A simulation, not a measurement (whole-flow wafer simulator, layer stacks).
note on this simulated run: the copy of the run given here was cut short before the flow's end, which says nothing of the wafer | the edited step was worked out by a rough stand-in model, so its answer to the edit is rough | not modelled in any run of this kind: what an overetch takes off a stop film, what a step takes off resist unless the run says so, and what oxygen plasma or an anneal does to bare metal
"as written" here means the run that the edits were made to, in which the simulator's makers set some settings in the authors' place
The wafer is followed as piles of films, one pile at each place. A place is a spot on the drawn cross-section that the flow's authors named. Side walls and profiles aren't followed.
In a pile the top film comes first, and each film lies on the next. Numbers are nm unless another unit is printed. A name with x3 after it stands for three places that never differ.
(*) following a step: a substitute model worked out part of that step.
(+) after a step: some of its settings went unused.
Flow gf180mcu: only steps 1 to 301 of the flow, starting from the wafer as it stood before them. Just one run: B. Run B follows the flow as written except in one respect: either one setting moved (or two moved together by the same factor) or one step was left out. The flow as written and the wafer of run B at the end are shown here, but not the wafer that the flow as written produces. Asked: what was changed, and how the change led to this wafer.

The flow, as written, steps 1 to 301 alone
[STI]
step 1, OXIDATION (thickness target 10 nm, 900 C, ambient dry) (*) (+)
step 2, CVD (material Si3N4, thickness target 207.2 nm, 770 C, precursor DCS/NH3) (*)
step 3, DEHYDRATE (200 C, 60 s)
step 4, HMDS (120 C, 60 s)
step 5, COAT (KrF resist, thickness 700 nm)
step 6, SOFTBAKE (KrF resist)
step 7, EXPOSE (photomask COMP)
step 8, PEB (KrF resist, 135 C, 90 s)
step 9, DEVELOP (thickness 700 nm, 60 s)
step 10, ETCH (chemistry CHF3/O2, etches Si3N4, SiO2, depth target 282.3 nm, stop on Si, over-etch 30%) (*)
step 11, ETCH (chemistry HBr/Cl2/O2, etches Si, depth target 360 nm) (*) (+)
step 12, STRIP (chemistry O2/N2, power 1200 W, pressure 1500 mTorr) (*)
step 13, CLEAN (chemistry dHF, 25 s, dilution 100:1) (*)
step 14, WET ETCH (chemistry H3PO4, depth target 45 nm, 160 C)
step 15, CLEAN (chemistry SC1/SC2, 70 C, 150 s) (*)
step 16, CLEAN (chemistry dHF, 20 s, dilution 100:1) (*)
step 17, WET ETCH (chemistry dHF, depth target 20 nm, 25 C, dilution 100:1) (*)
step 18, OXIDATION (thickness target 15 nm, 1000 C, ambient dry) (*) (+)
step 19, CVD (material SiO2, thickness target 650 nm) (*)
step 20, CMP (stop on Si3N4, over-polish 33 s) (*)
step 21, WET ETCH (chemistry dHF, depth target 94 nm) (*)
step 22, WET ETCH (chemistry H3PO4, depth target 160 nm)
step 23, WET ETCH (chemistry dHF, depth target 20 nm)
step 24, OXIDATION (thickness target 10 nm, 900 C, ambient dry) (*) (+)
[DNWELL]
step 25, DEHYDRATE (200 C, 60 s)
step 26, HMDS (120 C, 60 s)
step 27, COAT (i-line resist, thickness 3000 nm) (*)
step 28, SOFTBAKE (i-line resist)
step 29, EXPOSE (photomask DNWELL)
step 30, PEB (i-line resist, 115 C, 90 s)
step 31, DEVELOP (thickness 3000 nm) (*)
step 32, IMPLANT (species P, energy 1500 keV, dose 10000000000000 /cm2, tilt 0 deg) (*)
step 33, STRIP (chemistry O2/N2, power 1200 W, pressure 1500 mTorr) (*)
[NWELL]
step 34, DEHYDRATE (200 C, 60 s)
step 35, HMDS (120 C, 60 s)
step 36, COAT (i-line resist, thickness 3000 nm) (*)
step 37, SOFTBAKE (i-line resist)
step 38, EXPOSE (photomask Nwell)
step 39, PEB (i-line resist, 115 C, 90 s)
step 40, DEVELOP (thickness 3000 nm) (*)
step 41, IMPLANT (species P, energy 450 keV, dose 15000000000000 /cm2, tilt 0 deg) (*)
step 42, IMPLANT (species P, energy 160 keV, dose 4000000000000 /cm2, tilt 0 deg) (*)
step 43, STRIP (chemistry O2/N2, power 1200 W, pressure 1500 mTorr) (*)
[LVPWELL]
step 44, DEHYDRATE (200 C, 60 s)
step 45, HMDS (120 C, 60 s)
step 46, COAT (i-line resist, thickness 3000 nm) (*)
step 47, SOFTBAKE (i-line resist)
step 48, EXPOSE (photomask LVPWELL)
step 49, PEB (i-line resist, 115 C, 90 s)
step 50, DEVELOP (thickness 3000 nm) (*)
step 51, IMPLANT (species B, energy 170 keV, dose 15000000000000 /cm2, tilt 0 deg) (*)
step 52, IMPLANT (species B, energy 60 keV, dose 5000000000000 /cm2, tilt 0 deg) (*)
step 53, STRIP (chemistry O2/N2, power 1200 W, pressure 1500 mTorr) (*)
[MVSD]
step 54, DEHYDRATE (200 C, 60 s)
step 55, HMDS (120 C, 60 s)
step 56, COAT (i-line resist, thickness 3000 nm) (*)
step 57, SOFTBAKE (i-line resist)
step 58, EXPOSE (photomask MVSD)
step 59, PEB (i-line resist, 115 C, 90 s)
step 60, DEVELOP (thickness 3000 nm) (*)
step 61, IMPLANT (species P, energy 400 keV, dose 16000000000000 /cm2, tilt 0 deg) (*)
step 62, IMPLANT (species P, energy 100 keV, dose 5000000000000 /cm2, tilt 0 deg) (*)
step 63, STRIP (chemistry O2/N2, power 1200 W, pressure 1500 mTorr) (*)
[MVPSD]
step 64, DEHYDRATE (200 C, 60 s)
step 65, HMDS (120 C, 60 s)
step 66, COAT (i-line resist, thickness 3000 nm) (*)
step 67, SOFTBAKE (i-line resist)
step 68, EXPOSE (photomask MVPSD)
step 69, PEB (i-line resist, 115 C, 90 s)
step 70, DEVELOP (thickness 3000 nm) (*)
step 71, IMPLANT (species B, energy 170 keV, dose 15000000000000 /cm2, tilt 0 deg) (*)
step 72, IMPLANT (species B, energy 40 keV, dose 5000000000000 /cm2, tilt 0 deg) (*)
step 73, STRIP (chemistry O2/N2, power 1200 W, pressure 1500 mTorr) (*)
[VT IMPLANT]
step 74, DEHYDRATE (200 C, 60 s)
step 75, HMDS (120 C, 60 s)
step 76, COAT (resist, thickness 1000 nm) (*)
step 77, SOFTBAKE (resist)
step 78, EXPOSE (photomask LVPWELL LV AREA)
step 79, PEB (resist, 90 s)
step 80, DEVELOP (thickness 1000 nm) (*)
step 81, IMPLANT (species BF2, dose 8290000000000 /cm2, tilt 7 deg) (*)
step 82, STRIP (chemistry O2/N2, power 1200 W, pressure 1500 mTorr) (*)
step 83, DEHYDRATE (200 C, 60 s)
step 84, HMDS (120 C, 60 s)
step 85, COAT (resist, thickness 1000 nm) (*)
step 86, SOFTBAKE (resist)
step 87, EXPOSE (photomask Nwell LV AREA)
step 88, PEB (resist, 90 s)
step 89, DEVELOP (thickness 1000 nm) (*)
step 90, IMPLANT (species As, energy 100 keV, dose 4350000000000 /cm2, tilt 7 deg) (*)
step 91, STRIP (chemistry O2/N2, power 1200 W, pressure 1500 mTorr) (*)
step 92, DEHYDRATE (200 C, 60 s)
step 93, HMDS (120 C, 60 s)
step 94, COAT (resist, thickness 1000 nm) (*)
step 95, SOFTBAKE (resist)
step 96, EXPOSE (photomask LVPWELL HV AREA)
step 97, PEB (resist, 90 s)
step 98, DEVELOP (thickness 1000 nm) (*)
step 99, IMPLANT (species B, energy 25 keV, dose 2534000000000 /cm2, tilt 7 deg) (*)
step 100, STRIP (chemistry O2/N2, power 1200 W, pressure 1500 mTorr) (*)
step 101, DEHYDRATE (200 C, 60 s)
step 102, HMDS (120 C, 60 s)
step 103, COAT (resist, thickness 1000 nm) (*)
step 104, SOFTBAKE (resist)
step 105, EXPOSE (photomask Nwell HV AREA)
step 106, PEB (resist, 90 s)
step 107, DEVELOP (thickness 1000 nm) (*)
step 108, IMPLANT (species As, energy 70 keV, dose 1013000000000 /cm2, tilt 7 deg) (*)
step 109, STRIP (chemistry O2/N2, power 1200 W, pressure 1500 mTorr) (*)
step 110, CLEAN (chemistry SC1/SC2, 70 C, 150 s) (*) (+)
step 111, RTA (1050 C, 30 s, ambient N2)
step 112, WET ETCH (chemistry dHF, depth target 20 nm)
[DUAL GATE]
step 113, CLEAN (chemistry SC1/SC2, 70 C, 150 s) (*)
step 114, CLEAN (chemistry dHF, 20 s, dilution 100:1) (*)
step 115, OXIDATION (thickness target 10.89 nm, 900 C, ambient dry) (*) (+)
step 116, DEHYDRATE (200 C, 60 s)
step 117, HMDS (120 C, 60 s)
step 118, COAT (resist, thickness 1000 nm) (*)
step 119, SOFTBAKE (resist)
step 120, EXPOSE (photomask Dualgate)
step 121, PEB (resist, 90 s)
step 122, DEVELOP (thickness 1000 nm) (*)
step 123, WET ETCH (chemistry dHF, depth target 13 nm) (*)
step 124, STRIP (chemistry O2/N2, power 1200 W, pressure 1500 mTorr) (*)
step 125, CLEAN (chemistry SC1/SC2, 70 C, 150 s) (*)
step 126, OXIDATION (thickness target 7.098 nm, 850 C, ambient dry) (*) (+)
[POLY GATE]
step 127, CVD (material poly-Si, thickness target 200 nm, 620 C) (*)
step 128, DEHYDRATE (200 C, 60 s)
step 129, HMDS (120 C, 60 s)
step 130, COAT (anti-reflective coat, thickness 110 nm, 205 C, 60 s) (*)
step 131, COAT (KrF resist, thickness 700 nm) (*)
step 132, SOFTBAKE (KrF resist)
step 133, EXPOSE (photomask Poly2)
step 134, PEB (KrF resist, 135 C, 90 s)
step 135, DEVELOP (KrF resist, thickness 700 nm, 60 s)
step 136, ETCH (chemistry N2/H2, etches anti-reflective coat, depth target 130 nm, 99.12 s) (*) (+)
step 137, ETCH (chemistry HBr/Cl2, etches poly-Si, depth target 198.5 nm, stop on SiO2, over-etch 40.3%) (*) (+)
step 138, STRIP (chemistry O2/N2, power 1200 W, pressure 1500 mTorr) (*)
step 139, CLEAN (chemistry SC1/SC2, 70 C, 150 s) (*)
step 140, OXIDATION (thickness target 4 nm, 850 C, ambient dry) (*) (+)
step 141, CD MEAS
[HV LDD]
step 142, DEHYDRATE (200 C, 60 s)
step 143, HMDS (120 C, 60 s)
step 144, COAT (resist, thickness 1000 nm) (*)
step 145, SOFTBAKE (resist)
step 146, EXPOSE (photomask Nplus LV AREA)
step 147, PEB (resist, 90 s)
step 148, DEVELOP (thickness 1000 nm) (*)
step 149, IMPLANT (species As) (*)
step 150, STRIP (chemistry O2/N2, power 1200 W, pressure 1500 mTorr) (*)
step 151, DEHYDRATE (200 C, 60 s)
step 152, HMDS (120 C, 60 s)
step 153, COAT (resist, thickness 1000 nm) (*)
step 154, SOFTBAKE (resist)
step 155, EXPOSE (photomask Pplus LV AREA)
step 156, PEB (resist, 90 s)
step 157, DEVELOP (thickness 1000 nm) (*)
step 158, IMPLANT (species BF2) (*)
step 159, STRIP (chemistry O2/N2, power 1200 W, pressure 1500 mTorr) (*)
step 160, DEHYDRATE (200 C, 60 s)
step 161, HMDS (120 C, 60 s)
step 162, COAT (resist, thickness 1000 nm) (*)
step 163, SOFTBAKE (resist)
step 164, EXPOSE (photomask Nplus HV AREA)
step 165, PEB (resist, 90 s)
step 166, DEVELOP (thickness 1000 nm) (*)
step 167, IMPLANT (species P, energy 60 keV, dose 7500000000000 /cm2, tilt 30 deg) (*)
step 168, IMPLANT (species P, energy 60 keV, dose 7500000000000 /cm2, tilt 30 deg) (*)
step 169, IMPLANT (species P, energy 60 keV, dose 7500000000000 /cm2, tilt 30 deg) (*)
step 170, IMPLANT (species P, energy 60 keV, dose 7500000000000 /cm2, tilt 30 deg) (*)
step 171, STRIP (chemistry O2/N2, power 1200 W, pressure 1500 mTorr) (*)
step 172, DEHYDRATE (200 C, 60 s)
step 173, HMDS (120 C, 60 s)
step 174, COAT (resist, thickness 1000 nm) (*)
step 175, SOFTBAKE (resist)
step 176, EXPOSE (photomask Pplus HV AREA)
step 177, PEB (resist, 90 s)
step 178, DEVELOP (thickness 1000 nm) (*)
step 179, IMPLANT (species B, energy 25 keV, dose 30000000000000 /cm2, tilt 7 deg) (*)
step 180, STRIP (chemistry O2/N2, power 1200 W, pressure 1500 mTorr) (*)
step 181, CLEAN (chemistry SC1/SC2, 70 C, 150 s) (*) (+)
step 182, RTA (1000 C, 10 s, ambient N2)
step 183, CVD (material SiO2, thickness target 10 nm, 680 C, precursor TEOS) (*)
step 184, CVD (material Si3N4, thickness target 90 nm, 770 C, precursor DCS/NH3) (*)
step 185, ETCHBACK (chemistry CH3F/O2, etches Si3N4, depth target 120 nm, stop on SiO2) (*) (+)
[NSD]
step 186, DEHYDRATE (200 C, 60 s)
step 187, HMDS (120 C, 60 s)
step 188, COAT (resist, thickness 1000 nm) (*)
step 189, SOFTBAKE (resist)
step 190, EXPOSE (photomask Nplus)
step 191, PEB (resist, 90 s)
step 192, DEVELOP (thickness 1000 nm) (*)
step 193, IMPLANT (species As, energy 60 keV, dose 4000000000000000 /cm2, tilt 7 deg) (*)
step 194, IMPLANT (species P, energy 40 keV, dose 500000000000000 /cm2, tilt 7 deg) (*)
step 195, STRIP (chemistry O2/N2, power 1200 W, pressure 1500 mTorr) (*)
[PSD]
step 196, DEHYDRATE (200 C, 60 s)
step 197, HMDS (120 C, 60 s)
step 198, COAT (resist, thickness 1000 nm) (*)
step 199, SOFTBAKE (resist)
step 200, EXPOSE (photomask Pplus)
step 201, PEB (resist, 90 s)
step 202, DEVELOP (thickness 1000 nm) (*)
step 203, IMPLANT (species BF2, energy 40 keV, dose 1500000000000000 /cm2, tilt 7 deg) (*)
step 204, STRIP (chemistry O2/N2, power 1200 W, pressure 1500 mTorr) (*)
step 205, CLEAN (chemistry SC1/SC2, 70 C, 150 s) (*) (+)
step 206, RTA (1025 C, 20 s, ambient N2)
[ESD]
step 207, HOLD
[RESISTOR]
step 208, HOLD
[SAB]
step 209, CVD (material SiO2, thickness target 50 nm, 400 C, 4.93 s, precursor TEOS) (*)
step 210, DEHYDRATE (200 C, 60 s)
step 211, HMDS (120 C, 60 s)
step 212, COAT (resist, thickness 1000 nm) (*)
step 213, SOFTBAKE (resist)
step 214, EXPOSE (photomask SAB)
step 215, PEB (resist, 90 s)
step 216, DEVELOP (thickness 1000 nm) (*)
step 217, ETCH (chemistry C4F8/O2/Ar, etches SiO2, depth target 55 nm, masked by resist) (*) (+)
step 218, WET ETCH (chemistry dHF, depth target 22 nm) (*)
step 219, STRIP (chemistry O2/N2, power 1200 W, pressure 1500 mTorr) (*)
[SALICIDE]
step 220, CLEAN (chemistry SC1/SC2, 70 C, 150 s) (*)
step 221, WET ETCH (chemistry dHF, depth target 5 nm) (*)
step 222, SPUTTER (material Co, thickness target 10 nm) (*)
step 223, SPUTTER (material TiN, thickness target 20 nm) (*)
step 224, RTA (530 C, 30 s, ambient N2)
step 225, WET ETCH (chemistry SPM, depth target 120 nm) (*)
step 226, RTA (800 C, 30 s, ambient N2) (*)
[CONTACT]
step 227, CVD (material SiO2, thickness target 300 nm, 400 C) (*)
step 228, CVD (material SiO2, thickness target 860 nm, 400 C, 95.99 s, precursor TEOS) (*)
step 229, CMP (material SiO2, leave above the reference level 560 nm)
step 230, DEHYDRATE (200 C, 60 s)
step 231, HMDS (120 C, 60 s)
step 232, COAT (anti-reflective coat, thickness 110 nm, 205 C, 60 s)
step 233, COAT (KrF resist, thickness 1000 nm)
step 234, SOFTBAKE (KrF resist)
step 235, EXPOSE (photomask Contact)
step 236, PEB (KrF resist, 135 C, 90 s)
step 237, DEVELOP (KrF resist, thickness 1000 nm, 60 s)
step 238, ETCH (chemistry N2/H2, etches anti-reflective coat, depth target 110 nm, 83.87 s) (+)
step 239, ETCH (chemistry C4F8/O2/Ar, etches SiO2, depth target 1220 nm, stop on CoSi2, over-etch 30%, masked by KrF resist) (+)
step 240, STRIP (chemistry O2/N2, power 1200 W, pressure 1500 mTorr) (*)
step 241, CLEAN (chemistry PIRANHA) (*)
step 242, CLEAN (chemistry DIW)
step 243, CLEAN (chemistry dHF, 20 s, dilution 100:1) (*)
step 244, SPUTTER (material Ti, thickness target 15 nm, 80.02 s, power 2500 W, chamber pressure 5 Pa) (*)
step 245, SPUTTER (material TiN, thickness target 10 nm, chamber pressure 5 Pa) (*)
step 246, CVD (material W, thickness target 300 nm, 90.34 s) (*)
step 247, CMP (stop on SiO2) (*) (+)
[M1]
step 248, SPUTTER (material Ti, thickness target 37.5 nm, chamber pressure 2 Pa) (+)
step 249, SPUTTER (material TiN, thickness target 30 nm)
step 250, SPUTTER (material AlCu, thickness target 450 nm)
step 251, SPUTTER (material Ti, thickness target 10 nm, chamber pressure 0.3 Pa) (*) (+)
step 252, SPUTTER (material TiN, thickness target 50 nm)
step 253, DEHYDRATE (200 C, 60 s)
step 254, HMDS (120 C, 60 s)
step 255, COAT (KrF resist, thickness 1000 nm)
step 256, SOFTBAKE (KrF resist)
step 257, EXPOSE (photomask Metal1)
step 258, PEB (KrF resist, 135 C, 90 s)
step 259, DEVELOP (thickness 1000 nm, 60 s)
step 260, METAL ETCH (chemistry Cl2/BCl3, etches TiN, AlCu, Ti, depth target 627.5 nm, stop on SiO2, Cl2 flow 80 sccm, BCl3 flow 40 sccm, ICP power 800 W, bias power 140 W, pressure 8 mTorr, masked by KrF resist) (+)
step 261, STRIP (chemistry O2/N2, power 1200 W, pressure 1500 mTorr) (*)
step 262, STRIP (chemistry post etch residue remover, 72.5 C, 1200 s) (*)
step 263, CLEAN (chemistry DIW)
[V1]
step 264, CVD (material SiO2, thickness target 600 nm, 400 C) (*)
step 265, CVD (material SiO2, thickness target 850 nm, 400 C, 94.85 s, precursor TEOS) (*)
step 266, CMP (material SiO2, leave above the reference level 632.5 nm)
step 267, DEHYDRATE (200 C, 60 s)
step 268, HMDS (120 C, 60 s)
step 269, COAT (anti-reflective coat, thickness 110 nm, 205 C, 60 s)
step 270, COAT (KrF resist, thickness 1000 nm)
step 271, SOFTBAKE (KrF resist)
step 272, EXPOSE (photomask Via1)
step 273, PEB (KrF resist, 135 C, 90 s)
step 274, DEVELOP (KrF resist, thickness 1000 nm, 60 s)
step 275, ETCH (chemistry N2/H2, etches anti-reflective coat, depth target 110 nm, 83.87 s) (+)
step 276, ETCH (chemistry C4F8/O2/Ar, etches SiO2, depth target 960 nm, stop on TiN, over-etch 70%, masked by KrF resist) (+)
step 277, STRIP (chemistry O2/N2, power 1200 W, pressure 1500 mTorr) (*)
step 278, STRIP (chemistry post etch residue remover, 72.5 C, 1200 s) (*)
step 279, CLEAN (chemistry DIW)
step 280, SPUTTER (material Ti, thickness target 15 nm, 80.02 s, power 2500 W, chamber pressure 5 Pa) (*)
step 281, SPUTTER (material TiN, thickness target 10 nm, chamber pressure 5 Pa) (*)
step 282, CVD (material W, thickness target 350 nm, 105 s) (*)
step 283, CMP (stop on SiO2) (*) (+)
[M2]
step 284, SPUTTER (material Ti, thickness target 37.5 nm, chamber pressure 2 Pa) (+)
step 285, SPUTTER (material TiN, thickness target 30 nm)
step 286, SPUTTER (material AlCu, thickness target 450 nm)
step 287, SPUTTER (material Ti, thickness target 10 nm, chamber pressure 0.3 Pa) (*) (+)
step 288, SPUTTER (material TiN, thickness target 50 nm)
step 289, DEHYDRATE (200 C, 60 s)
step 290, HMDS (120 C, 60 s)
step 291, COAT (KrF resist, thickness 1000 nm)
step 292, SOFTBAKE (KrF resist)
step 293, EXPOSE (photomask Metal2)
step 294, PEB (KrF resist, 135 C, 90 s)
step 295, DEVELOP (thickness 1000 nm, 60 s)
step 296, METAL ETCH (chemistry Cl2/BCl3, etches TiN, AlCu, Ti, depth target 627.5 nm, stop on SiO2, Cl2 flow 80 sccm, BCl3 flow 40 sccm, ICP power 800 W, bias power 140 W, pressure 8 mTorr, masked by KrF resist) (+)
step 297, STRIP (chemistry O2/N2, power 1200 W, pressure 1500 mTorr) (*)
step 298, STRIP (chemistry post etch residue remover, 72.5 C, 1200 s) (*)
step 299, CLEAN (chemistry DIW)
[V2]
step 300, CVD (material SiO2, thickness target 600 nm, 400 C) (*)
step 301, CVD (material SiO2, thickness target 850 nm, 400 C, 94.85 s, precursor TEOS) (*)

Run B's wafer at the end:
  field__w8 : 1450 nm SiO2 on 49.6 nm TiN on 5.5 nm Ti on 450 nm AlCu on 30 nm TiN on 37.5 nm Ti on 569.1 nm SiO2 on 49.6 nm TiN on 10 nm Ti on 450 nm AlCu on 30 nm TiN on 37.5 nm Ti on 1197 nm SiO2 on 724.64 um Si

What caused this: step 287, SPUTTER: thickness target 5.5 nm was run, though the flow has thickness target 10 nm.
The wafer lets one read it off: field__w8 has Ti 5.5, and step 287 as written asks for 10 nm.

Step by step, how the change led to this:
  step 287, SPUTTER (material Ti, thickness target 10 nm, chamber pressure 0.3 Pa) (*) (+)
      field, field__w1, field__w2 and 108 more: Ti gains 5.5 (new film) (as written it would have been: Ti gains 10 (new film))
  step 296, METAL ETCH (chemistry Cl2/BCl3, etches TiN, AlCu, Ti, depth target 627.5 nm, stop on SiO2, Cl2 flow 80 sccm, BCl3 flow 40 sccm, ICP power 800 W, bias power 140 W, pressure 8 mTorr, masked by KrF resist) (+)
      field, field__w1, field__w2 and 103 more: TiN loses 50 (all of it), Ti loses 5.5 (all of it), AlCu loses 450 (all of it), TiN loses 30 (all of it), Ti loses 37.5 (all of it) (as written it would have been: TiN loses 50 (all of it), Ti loses 10 (all of it), AlCu loses 450 (all of it), TiN loses 30 (all of it), Ti loses 37.5 (all of it))
